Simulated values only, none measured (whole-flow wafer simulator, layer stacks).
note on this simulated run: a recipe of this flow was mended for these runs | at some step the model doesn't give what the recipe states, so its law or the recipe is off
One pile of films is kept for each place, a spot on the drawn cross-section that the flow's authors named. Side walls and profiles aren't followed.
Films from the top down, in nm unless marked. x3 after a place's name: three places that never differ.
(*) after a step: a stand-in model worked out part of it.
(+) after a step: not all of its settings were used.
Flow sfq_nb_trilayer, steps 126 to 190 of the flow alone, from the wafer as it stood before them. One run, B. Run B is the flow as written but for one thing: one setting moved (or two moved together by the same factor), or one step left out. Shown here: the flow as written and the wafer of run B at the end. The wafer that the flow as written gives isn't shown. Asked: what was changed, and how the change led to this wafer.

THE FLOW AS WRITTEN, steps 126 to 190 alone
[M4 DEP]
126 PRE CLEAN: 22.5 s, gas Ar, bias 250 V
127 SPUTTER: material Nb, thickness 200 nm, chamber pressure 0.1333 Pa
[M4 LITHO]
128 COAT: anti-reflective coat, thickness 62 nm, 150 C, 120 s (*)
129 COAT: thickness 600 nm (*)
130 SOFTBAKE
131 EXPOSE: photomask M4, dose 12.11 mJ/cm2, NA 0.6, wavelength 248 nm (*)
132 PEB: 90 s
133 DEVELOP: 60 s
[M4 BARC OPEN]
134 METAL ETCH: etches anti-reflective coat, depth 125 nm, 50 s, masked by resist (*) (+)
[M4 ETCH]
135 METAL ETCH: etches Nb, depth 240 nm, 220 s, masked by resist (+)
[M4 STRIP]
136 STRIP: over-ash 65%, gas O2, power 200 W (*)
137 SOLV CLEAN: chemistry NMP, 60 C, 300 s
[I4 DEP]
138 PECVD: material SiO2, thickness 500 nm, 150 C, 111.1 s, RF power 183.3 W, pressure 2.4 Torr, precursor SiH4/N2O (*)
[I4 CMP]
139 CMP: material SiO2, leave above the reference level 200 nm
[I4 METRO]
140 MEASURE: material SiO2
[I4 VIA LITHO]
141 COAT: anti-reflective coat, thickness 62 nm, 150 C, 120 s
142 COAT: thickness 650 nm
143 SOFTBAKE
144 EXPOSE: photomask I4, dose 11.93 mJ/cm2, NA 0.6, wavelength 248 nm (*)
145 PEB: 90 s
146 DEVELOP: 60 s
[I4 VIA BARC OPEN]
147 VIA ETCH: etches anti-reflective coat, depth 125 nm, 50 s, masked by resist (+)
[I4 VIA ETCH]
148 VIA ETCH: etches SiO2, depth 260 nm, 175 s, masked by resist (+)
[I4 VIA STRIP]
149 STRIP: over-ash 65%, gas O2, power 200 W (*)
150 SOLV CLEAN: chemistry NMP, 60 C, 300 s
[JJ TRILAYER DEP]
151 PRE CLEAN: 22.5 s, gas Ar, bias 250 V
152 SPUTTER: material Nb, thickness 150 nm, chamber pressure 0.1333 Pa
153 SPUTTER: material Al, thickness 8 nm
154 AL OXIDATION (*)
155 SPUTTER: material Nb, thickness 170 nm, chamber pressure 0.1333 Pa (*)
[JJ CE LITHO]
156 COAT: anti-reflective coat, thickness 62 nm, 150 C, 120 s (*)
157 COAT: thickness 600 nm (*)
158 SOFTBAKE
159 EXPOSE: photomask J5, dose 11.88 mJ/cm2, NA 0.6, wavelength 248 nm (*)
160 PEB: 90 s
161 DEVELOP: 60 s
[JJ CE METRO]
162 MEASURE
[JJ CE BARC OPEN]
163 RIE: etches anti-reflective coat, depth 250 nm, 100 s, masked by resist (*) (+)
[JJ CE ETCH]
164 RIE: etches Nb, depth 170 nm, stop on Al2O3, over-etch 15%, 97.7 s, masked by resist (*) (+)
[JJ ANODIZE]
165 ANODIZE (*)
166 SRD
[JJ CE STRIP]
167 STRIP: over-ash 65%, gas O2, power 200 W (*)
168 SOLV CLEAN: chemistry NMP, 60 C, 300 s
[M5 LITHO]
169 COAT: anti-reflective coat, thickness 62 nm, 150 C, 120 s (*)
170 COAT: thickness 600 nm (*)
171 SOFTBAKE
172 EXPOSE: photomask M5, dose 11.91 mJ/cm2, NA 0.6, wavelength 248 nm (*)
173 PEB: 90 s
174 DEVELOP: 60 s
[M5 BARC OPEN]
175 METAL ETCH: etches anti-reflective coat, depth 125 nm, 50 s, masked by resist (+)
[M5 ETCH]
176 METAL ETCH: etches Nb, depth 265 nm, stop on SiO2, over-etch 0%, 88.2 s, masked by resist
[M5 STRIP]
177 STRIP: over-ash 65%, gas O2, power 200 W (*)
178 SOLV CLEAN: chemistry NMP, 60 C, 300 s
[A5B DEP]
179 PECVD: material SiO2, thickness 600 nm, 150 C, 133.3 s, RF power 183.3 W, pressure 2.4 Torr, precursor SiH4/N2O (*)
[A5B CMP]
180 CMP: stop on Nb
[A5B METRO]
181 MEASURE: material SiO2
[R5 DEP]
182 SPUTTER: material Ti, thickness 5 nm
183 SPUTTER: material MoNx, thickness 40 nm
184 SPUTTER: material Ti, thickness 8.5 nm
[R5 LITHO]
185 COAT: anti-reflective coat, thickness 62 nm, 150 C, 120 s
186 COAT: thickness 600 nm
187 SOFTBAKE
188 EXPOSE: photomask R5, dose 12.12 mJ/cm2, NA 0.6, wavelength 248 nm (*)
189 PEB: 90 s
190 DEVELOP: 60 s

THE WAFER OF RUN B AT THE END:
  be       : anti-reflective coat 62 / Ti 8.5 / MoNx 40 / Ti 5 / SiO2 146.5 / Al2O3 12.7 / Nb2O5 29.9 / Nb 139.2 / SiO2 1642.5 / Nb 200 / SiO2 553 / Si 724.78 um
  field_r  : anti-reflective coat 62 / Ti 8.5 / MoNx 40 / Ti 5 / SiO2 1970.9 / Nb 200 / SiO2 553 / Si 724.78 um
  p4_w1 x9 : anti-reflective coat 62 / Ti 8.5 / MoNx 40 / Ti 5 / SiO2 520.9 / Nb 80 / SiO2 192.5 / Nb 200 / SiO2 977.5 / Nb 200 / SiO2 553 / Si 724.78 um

The cause: step 127, SPUTTER: thickness 80 nm was run, where the flow has thickness 200 nm.
It can be read off the wafer: p4_w1 x9 has Nb 80, and step 127 as written asks for 200 nm.

How the change led to this, step by step:
  127 SPUTTER: material Nb, thickness 200 nm, chamber pressure 0.1333 Pa
      field_l, v_sur, via_wl and 102 more: Nb +80 (new film) (as written it would be: Nb +200 (new film))
      via_v: Nb +65.5 (as written it would be: Nb +164.5)
  128 COAT: anti-reflective coat, thickness 62 nm, 150 C, 120 s (*)
      via_v: anti-reflective coat +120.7 (new film) (as written it would be: anti-reflective coat +126.8 (new film))
      wire: anti-reflective coat +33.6 (new film) (as written it would be: anti-reflective coat +34.6 (new film))
  135 METAL ETCH: etches Nb, depth 240 nm, 220 s, masked by resist (+)
      field_l, be, be_sur and 64 more: Nb -80 (all of it), SiO2 -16 (as written it would be: Nb -200 (all of it), SiO2 -4)
  136 STRIP: over-ash 65%, gas O2, power 200 W (*)
      via_v: KrF-resist-other-grade -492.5 (all of it), anti-reflective coat -120.7 (all of it) (as written it would be: KrF-resist-other-grade -503.7 (all of it), anti-reflective coat -126.8 (all of it))
      wire: KrF-resist-other-grade -371.9 (all of it), anti-reflective coat -33.6 (all of it) (as written it would be: KrF-resist-other-grade -369 (all of it), anti-reflective coat -34.6 (all of it))
  138 PECVD: material SiO2, thickness 500 nm, 150 C, 111.1 s, RF power 183.3 W, pressure 2.4 Torr, precursor SiH4/N2O (*)
      p3_s0 x6: SiO2 +500 (as written it would be: SiO2 +561.1)
      via_v: SiO2 +586.8 (new film) (as written it would be: SiO2 +621.2 (new film))
  139 CMP: material SiO2, leave above the reference level 200 nm
      field_l, be, be_sur and 55 more: SiO2 -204 (as written it would be: SiO2 -96)
      p3_s0 x6: SiO2 -204 (as written it would be: SiO2 -157.1)
      (and at 4 more places)
